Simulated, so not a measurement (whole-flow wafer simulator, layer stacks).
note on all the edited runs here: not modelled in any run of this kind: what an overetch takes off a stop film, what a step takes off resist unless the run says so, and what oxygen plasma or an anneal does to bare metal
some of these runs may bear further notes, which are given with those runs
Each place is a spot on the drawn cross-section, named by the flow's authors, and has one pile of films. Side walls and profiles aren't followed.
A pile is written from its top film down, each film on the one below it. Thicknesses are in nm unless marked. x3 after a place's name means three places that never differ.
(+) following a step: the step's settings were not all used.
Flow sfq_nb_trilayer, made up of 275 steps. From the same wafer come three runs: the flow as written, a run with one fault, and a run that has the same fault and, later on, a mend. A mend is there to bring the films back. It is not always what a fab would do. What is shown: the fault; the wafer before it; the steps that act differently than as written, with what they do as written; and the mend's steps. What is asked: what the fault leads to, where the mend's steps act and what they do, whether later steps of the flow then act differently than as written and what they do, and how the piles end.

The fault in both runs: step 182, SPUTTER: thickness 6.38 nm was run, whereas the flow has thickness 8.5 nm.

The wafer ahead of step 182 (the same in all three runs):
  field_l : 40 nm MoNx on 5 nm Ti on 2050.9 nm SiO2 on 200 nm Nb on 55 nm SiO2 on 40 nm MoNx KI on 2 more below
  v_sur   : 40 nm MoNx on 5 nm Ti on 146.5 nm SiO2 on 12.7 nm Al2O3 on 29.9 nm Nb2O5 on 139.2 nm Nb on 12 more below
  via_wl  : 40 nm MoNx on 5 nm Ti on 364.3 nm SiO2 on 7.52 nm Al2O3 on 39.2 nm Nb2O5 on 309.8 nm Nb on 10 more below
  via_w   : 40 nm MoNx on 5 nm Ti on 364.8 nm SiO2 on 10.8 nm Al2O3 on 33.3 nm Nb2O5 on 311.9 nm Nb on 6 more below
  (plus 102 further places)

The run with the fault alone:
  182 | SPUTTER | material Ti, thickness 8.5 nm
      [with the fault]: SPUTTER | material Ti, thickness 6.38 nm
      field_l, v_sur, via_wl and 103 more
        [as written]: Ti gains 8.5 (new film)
        [with the fault]: Ti gains 6.38 (new film)
  Steps further on in the flow that do not act as written (20 more steps, not shown, differ only slightly: by at most 2% or 0.5 nm, whichever is larger):
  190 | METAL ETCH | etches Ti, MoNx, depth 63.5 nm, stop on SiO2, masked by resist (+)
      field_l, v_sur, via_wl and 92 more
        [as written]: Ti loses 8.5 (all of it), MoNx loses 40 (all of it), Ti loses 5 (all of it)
        [with the fault]: Ti loses 6.38 (all of it), MoNx loses 40 (all of it), Ti loses 5 (all of it)
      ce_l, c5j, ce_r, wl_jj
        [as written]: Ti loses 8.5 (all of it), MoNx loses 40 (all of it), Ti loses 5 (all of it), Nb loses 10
        [with the fault]: Ti loses 6.38 (all of it), MoNx loses 40 (all of it), Ti loses 5 (all of it), Nb loses 12.1
  The piles end different from the flow's at be_r, r_sur, res, r_end, r5r_line_l, r5r_line_c, r5r_line_r by more than 2% or 0.5 nm, whichever is larger.
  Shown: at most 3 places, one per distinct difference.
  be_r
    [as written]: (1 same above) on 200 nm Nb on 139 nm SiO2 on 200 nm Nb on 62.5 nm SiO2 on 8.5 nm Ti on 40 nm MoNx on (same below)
    [with the fault]: (1 same above) on 200 nm Nb on 141.1 nm SiO2 on 200 nm Nb on 62.5 nm SiO2 on 6.38 nm Ti on 40 nm MoNx on (same below)
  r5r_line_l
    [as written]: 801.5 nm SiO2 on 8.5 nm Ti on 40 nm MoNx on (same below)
    [with the fault]: 803.6 nm SiO2 on 6.38 nm Ti on 40 nm MoNx on (same below)
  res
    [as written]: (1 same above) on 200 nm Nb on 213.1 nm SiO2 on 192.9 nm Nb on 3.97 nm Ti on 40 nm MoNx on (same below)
    [with the fault]: (1 same above) on 200 nm Nb on 215.2 nm SiO2 on 192.9 nm Nb on 1.85 nm Ti on 40 nm MoNx on (same below)

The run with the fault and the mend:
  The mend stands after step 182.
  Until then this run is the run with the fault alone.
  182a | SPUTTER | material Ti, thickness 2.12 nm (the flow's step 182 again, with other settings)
      field_l, v_sur, via_wl and 103 more
        Ti gains 2.12
  Every later step of the flow that is run acts as written at every place that is followed.
  At every place that both follow, the piles at the end match the flow's.
